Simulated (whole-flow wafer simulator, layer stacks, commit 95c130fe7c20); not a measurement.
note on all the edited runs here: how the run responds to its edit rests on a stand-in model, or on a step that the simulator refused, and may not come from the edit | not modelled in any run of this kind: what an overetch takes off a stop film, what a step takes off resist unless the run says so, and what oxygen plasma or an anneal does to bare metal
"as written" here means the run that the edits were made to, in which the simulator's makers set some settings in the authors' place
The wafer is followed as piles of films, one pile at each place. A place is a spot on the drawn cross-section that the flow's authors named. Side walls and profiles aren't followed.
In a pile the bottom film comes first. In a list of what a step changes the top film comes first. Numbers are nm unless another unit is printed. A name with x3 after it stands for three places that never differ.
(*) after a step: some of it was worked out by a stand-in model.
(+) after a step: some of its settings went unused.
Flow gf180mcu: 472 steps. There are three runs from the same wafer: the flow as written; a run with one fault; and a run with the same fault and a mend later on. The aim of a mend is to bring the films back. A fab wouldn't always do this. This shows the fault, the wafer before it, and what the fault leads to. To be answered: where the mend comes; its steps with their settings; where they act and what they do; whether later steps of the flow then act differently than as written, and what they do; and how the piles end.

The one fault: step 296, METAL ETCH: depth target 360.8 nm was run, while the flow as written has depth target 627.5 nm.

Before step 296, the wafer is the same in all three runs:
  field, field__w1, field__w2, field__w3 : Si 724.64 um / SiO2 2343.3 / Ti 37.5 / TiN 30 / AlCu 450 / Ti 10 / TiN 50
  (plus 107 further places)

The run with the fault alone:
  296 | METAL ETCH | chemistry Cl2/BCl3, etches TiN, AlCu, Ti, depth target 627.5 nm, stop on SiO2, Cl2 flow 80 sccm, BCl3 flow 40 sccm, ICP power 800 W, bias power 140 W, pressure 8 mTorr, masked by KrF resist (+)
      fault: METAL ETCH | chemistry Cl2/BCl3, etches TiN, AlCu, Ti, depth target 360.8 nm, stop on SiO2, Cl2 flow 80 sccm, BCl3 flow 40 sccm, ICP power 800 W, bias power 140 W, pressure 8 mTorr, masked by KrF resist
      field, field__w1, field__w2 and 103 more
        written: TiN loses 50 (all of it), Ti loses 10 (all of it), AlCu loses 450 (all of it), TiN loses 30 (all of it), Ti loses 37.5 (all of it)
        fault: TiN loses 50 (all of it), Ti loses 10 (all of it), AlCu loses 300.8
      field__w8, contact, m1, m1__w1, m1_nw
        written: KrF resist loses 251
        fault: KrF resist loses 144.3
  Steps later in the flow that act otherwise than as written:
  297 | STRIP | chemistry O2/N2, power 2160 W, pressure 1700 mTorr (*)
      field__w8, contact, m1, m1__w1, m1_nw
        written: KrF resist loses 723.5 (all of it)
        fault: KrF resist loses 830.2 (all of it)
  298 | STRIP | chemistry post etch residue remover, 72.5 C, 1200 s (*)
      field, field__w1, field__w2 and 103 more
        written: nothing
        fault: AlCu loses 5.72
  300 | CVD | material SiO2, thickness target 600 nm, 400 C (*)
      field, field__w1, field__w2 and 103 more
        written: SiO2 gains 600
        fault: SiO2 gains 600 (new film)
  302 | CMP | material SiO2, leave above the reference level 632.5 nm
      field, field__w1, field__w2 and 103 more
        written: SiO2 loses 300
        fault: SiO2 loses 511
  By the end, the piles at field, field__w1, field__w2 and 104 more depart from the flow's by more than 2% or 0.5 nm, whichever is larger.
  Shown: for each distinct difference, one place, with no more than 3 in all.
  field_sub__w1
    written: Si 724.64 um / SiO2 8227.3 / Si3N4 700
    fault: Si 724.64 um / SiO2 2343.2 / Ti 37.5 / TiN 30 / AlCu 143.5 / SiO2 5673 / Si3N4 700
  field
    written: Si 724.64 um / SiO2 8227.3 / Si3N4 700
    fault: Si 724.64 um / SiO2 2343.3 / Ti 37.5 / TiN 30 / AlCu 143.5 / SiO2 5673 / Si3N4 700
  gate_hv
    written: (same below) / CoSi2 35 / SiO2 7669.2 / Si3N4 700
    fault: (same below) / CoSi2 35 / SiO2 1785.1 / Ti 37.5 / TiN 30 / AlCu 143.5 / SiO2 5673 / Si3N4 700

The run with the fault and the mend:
  After step 298 comes the mend.
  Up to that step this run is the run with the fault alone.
  298a | DEHYDRATE | 200 C, 60 s (the flow's step 289, run once more)
      does not change any film at any place that is followed
  298b | HMDS | 120 C, 60 s (the flow's step 290, run once more)
      does not change any film at any place that is followed
  298c | COAT | KrF resist, thickness 1000 nm (*) (the flow's step 291, run once more)
      iso_ptap_pw, iso_ntap_nw, iso_nw_fld and 33 more
        KrF resist gains 1000 (new film)
      field_sub__w2, field_sub__w4, gate and 10 more
        KrF resist gains 1002.3 (new film)
      p_well, sti, spacer and 7 more
        KrF resist gains 1002.5 (new film)
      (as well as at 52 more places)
  298d | SOFTBAKE | KrF resist (the flow's step 292, run once more)
      does not change any film at any place that is followed
  298e | EXPOSE | photomask Metal2 (the flow's step 293, run once more)
      does not change any film at any place that is followed
  298f | PEB | KrF resist, 135 C, 90 s (the flow's step 294, run once more)
      field__w1, field__w2, field__w3 and 58 more
        KrF resist loses 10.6
      iso_ptap_pw, iso_ntap_nw, iso_nw_fld and 33 more
        KrF resist loses 10.5
      sd_p, gate_p, nw_sep_fld, polyc_n
        KrF resist loses 10.7
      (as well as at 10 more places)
  298g | DEVELOP | thickness 1000 nm, 60 s (the flow's step 295, run once more)
      iso_ptap_pw, iso_ntap_nw, iso_nw_fld and 33 more
        KrF resist loses 989.5 (all of it)
      field_sub__w2, field_sub__w4, active and 10 more
        KrF resist loses 991.7 (all of it)
      field__w5, field__w9, field_sub__w1 and 7 more
        KrF resist loses 991.8 (all of it)
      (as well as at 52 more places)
  298h | METAL ETCH | chemistry Cl2/BCl3, etches TiN, AlCu, Ti, depth target 266.7 nm, stop on SiO2, Cl2 flow 80 sccm, BCl3 flow 40 sccm, ICP power 800 W, bias power 140 W, pressure 8 mTorr, masked by KrF resist (+) (the flow's step 296, run once more with other settings)
      field, field__w1, field__w2 and 103 more
        AlCu loses 143.5 (all of it), TiN loses 30 (all of it), Ti loses 37.5 (all of it)
      field__w8, contact, m1, m1__w1, m1_nw
        KrF resist loses 106.7
  298i | STRIP | chemistry O2/N2, power 2160 W, pressure 1700 mTorr (*) (the flow's step 297, run once more)
      field__w8
        KrF resist loses 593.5 (all of it)
      contact
        KrF resist loses 591.6 (all of it)
      m1
        KrF resist loses 593.7 (all of it)
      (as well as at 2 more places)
  298j | STRIP | chemistry post etch residue remover, 72.5 C, 1200 s (*) (the flow's step 298, run once more)
      field__w8, contact, m1, m1__w1, m1_nw
        TiN loses 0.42
  None of the later steps of the flow differs from how it acts as written, at any place that is followed, by more than 2% or 0.5 nm, whichever is larger.
  At the end the piles are close to the flow's at the places that both follow, differing by at most 2% or 0.5 nm, whichever is larger.
